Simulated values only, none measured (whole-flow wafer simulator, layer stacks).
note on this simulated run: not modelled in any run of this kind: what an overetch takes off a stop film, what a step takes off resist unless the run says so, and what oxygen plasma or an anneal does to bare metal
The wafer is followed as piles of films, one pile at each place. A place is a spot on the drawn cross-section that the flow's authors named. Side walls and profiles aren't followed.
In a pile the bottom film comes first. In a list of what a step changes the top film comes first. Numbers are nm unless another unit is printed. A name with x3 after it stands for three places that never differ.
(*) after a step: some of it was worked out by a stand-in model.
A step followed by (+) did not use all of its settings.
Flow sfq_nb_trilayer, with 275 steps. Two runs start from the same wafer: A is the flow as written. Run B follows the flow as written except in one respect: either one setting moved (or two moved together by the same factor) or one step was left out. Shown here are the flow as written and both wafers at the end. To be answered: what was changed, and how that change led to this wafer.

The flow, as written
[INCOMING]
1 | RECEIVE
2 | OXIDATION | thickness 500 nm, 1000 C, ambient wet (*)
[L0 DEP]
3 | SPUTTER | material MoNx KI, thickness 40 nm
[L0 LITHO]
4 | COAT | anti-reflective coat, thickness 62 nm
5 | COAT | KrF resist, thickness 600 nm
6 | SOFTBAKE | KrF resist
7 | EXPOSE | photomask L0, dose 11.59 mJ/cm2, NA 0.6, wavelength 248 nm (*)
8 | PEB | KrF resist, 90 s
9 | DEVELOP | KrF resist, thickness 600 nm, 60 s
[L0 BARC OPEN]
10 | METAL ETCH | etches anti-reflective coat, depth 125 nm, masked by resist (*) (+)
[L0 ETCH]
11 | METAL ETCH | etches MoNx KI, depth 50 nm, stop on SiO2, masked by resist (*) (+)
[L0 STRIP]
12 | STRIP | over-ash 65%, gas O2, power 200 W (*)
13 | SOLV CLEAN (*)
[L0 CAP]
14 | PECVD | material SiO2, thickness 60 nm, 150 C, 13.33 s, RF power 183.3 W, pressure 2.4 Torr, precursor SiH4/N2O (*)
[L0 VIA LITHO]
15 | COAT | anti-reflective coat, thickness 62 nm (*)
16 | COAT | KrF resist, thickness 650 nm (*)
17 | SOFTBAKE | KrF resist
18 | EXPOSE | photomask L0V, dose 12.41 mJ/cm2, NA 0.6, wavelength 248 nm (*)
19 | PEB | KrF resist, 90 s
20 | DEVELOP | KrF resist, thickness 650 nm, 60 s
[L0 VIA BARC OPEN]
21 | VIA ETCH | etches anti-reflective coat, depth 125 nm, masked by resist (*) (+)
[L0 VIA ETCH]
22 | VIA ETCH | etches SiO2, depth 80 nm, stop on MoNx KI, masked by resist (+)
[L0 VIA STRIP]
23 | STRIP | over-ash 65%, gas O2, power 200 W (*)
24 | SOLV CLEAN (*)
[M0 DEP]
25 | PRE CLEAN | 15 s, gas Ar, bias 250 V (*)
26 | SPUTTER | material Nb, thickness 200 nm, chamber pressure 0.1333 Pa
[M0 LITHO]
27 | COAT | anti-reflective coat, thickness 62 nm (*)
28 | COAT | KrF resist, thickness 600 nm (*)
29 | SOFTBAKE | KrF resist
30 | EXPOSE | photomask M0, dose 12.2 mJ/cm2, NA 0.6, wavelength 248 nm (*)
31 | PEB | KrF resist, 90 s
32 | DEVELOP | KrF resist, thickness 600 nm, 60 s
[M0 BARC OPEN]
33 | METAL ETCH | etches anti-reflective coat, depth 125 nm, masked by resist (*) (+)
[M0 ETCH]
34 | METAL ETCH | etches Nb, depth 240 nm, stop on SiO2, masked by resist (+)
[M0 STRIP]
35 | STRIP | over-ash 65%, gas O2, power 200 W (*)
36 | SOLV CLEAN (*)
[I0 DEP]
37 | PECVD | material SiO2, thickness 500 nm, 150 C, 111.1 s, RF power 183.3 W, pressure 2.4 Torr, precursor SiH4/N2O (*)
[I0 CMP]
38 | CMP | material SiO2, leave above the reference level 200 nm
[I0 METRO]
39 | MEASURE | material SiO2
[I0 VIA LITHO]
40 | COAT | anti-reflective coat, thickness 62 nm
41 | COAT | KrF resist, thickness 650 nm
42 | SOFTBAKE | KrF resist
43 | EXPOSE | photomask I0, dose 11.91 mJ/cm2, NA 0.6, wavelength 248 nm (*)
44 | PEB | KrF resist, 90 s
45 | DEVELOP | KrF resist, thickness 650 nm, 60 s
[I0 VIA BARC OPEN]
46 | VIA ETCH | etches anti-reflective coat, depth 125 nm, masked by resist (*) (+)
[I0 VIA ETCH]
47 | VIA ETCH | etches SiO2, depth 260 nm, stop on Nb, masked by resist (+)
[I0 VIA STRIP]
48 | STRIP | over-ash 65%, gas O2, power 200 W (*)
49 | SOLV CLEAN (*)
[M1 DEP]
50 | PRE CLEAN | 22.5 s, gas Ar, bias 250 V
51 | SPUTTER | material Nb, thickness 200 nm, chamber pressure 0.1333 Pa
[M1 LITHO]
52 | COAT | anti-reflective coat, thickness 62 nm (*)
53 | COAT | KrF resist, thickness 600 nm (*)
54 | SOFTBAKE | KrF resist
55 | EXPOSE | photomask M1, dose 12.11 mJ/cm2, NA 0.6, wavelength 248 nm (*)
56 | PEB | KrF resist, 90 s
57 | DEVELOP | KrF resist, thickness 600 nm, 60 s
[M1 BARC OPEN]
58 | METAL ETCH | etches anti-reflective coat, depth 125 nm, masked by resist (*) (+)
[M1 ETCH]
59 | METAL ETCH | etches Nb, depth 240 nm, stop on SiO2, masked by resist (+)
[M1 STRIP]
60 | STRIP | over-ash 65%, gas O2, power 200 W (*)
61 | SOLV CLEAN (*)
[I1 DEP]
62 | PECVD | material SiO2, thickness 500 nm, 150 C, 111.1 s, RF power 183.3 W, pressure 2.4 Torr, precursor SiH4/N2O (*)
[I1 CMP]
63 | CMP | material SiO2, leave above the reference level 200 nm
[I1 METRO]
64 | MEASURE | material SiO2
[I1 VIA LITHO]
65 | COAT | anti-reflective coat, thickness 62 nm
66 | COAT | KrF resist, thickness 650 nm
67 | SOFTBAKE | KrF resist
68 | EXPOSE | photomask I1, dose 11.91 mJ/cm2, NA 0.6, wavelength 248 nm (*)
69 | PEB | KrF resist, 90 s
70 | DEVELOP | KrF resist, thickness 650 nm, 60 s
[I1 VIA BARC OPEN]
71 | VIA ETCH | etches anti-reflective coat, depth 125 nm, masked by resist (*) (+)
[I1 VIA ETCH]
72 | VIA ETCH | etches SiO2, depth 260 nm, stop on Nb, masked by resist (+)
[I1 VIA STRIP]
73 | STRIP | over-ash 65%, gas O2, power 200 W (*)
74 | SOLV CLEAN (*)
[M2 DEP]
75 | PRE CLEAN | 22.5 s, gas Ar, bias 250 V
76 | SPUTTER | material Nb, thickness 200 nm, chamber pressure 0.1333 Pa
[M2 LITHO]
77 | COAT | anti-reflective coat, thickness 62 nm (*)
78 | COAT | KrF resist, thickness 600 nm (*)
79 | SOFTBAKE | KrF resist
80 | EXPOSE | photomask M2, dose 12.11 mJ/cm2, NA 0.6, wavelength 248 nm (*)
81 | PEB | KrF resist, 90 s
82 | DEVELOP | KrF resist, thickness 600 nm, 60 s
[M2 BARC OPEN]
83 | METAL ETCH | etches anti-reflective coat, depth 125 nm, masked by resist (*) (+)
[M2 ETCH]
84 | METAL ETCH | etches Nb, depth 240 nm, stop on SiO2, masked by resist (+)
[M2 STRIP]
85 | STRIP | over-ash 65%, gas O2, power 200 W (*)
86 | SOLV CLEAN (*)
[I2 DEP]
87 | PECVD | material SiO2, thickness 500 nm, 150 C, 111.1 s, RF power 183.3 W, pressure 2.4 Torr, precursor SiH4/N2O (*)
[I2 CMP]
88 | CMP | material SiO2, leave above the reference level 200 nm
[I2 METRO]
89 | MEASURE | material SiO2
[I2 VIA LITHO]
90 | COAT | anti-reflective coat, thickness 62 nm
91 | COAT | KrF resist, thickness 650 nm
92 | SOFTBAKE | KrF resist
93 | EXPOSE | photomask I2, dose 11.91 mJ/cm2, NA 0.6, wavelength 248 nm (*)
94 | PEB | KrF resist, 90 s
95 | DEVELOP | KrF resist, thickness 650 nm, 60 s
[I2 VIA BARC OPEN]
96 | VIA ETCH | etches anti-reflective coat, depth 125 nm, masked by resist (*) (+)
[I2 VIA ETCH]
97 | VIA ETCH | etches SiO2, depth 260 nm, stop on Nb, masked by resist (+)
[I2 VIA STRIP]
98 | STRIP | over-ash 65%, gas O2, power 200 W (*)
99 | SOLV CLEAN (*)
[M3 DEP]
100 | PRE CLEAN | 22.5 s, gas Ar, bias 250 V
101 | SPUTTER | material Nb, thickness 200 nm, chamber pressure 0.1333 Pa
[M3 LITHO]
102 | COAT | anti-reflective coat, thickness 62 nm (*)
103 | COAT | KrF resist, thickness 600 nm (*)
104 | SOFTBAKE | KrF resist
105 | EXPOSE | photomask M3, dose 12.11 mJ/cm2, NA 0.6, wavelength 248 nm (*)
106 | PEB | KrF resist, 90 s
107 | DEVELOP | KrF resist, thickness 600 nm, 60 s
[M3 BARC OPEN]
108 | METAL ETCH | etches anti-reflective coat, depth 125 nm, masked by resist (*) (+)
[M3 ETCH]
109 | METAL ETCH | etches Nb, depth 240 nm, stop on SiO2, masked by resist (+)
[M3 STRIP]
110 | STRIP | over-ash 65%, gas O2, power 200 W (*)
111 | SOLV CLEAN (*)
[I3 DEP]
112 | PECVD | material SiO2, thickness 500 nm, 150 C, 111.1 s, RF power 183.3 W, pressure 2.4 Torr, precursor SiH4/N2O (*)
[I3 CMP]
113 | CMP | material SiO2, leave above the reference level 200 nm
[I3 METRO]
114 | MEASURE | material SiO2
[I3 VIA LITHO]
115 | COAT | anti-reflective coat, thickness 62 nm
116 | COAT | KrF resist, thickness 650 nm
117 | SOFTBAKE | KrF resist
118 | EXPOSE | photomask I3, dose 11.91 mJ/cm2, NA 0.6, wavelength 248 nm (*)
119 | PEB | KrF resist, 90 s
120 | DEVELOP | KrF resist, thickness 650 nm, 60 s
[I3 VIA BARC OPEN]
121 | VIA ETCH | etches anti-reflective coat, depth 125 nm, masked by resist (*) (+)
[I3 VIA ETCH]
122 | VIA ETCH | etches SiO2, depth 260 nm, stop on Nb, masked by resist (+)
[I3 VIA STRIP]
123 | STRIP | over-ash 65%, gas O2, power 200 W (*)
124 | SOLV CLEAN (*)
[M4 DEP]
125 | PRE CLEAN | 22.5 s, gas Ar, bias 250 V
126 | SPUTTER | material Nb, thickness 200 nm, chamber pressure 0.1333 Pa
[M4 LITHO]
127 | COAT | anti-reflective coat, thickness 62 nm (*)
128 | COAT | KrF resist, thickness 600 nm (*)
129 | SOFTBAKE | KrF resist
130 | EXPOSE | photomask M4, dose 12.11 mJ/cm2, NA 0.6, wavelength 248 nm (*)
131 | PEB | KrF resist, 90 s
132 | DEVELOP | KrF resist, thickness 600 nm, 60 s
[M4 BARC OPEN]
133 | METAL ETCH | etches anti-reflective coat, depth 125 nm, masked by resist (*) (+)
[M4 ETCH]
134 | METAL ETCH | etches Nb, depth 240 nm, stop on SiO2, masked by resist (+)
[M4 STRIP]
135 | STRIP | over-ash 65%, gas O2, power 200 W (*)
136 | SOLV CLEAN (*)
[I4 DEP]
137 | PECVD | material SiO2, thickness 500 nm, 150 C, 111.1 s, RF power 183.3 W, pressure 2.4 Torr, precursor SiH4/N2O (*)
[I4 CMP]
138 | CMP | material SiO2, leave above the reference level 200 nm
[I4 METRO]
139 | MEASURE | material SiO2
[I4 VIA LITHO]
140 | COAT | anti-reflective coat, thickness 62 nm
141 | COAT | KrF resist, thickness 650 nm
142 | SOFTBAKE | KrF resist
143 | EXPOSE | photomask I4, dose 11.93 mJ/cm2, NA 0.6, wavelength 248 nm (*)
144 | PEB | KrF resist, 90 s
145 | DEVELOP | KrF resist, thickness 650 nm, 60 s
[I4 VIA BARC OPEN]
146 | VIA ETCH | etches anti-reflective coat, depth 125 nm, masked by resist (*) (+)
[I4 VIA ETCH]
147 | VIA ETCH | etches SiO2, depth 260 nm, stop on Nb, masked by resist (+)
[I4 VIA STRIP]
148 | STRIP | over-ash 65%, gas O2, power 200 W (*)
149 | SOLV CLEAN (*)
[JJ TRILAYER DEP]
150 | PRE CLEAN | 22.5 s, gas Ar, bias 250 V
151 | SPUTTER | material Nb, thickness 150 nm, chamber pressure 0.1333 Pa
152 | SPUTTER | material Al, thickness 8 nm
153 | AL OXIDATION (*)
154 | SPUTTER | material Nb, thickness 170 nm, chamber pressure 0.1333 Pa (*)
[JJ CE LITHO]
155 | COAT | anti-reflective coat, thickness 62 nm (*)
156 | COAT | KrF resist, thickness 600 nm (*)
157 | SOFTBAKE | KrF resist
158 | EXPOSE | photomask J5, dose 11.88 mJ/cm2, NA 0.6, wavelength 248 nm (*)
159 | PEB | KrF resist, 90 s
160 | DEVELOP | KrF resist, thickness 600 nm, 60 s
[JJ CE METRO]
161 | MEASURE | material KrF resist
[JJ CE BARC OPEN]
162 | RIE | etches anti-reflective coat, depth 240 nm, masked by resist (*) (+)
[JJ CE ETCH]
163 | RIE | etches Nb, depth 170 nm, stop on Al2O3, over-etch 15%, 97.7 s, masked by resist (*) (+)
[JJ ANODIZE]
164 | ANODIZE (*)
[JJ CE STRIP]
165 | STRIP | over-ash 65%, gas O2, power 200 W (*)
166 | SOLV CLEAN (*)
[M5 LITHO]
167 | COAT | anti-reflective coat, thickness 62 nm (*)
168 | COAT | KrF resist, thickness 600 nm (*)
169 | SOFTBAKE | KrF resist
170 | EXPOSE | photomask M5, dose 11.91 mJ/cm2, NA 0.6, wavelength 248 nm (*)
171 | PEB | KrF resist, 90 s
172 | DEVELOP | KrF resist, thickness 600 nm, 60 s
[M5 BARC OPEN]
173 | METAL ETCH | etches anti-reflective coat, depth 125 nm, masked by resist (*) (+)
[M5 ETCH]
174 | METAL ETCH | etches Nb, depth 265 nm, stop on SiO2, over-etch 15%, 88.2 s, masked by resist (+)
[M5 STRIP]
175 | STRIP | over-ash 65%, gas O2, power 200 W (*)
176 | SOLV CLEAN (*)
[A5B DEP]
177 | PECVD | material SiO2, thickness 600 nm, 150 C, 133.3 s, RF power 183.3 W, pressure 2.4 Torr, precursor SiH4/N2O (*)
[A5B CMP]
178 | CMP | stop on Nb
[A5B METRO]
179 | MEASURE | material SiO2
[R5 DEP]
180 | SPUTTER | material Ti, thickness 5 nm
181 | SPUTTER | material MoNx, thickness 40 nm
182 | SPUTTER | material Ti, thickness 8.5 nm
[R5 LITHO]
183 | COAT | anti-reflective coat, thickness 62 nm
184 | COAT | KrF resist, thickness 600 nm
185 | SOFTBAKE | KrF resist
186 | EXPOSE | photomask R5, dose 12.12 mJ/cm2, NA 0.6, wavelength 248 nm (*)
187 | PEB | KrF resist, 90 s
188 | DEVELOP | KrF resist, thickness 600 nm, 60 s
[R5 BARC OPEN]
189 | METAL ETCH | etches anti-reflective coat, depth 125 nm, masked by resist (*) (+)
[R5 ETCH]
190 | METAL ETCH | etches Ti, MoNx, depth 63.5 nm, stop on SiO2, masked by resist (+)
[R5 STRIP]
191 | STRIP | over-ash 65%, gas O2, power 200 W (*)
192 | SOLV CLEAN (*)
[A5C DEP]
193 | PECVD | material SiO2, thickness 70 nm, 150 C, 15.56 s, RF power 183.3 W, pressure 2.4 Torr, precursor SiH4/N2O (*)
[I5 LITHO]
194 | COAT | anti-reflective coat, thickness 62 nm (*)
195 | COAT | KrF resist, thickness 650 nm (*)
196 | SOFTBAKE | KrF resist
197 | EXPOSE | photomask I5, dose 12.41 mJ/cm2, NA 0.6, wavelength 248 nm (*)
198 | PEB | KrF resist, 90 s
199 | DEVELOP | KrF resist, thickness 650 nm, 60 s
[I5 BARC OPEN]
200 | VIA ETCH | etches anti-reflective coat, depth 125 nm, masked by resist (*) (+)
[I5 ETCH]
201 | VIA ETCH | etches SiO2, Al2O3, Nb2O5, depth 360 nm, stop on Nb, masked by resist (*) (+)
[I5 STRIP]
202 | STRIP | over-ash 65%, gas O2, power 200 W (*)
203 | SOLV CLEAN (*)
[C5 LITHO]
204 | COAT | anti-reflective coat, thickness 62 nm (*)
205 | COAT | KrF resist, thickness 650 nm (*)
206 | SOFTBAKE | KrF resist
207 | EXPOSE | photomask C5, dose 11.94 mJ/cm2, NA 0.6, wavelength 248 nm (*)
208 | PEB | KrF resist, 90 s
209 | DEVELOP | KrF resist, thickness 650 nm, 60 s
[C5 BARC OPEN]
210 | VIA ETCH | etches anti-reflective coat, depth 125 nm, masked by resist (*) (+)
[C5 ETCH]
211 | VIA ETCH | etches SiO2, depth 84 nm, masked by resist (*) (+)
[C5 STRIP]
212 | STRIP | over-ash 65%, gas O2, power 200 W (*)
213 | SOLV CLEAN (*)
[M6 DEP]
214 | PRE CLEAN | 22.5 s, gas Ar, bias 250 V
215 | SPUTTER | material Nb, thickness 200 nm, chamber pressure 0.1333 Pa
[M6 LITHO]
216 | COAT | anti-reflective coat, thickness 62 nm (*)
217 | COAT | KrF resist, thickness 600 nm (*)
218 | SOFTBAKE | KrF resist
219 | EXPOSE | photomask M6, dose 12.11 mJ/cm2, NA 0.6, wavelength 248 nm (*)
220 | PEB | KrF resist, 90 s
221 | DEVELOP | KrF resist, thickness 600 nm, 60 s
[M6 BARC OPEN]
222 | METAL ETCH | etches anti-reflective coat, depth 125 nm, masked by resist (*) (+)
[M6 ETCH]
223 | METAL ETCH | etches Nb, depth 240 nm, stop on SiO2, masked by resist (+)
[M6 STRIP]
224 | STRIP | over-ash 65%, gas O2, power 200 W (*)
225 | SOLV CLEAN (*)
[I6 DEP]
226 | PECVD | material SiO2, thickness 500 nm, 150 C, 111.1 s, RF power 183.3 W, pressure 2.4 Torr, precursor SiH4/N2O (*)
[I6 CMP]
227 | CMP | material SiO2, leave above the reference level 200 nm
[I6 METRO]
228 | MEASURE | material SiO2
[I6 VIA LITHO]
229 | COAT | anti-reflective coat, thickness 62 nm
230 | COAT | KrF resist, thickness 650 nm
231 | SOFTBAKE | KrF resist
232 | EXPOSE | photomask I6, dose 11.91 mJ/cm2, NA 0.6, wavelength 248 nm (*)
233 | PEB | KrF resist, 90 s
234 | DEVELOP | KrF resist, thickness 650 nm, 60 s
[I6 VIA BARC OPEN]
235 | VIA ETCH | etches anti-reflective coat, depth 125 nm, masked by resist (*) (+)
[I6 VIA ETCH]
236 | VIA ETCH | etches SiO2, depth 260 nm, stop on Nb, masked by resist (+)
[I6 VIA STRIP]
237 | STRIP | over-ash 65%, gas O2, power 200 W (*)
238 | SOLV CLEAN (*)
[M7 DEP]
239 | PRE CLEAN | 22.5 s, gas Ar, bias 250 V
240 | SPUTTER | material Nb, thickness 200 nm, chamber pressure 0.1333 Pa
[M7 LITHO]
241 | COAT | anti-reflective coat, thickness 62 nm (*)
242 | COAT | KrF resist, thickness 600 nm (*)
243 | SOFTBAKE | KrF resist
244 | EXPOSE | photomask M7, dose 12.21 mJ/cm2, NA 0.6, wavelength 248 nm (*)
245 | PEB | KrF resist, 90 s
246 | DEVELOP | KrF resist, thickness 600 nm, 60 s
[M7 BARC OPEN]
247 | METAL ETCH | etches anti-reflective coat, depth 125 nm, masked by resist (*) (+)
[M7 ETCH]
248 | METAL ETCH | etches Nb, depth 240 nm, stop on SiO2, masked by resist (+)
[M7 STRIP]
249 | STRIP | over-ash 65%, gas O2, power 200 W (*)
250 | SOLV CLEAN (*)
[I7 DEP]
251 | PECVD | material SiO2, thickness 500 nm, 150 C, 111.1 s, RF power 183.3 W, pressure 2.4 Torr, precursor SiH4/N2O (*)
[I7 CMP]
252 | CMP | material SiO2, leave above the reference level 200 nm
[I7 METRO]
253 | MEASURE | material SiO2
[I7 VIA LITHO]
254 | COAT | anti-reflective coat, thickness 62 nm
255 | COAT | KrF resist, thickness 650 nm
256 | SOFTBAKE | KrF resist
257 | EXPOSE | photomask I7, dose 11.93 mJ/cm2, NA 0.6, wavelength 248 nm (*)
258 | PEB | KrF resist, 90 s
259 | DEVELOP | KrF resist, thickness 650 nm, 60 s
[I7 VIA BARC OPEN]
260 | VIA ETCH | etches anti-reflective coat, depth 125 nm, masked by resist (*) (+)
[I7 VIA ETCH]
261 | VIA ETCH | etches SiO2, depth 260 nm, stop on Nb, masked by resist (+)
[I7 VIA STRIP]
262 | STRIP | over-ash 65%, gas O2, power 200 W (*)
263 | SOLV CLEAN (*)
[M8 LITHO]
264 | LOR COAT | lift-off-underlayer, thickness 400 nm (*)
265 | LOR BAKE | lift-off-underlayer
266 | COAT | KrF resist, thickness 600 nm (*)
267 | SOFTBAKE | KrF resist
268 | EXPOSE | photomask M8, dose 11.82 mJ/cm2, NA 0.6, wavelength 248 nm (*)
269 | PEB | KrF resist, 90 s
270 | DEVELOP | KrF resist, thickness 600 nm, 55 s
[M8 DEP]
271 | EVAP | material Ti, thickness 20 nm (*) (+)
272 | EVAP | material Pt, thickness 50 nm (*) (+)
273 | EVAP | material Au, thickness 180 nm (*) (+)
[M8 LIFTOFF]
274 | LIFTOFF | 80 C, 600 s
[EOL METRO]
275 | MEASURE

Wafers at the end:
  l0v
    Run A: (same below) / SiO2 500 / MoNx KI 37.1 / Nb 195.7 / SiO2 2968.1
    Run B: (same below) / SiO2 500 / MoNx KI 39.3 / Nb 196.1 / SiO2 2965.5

What caused this: step 22, VIA ETCH: depth 56 nm was run, while the flow as written has depth 80 nm.

How this came from the change, step by step:
  22 | VIA ETCH | etches SiO2, depth 80 nm, stop on MoNx KI, masked by resist (+)
      l0v: A SiO2 loses 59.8 (all of it) | B SiO2 loses 56
      field_l, v_sur, via_wl and 102 more: A KrF resist loses 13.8 | B KrF resist loses 9.66
  25 | PRE CLEAN | 15 s, gas Ar, bias 250 V (*)
      l0v: A MoNx KI loses 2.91 | B SiO2 loses 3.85 (all of it), MoNx KI loses 0.72
